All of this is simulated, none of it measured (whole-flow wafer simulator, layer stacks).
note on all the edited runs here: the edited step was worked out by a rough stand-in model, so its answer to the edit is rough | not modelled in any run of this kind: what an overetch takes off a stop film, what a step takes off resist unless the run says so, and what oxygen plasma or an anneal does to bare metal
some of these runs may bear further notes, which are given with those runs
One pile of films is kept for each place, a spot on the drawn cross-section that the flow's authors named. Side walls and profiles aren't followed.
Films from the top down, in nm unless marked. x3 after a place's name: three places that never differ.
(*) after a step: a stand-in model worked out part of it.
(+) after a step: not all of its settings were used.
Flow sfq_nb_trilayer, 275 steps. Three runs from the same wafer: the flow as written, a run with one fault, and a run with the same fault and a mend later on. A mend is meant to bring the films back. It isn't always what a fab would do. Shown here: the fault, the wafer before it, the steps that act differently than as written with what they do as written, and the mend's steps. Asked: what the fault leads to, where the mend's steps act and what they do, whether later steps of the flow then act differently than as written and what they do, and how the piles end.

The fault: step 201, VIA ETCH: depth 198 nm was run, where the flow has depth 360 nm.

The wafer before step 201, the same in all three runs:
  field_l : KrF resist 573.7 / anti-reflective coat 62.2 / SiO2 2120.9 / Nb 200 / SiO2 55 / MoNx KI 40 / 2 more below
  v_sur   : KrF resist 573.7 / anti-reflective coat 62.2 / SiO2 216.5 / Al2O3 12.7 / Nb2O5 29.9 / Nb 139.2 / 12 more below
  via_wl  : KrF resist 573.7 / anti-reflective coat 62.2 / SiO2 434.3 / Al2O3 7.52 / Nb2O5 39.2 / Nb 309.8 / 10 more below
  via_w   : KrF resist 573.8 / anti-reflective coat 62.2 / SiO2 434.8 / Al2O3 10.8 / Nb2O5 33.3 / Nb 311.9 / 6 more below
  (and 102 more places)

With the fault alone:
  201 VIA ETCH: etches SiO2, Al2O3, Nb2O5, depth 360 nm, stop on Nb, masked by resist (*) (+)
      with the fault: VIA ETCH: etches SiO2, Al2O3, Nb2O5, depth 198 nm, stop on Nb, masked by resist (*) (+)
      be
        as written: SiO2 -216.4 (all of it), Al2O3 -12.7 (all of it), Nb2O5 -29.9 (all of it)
        with the fault: SiO2 -198
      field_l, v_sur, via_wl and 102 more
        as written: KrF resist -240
        with the fault: KrF resist -132
  Later steps of the flow that act differently than as written (6 more steps differ only slightly, by at most 2% or 0.5 nm, whichever is larger, and aren't shown):
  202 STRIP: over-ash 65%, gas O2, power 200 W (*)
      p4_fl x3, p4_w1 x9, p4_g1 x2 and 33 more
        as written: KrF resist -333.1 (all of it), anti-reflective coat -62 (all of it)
        with the fault: KrF resist -441.1 (all of it), anti-reflective coat -62 (all of it)
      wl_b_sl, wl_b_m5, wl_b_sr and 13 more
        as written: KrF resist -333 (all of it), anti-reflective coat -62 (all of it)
        with the fault: KrF resist -441 (all of it), anti-reflective coat -62 (all of it)
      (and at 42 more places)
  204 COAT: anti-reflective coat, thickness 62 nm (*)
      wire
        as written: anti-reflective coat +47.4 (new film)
        with the fault: anti-reflective coat +49.2 (new film)
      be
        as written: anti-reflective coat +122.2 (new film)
        with the fault: anti-reflective coat +113.1 (new film)
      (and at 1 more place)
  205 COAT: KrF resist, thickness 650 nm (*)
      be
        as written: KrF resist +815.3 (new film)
        with the fault: KrF resist +771.7 (new film)
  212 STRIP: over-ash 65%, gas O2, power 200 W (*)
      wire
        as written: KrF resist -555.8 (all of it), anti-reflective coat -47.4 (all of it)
        with the fault: KrF resist -559.2 (all of it), anti-reflective coat -49.2 (all of it)
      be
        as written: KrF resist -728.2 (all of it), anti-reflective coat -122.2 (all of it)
        with the fault: KrF resist -684.6 (all of it), anti-reflective coat -113.1 (all of it)
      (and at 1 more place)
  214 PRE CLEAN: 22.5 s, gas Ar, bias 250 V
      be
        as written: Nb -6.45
        with the fault: SiO2 -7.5
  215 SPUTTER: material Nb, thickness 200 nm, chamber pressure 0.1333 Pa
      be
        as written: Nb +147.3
        with the fault: Nb +161.3 (new film)
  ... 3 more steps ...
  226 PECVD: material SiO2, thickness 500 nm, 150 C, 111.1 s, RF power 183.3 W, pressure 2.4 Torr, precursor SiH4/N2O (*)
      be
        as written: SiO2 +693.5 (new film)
        with the fault: SiO2 +619.6 (new film)
  At the end the piles differ from the flow's by more than 2% or 0.5 nm, whichever is larger, at be.
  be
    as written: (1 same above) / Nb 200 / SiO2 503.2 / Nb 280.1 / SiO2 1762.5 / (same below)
    with the fault: (1 same above) / Nb 200 / SiO2 429.4 / Nb 161.3 / SiO2 10.9 / Al2O3 12.7 / Nb2O5 29.9 / Nb 139.2 / SiO2 1762.5 / (same below)

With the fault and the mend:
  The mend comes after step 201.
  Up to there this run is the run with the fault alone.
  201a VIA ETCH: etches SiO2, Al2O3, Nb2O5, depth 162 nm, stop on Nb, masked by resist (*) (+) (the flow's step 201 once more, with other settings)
      field_l, v_sur, via_wl and 102 more
        KrF resist -108
      be
        SiO2 -18.4 (all of it), Al2O3 -12.7 (all of it), Nb2O5 -29.9 (all of it)
  No later step of the flow acts differently than as written at any place that is followed.
  At the end the piles are the same as the flow's at every place that both follow.
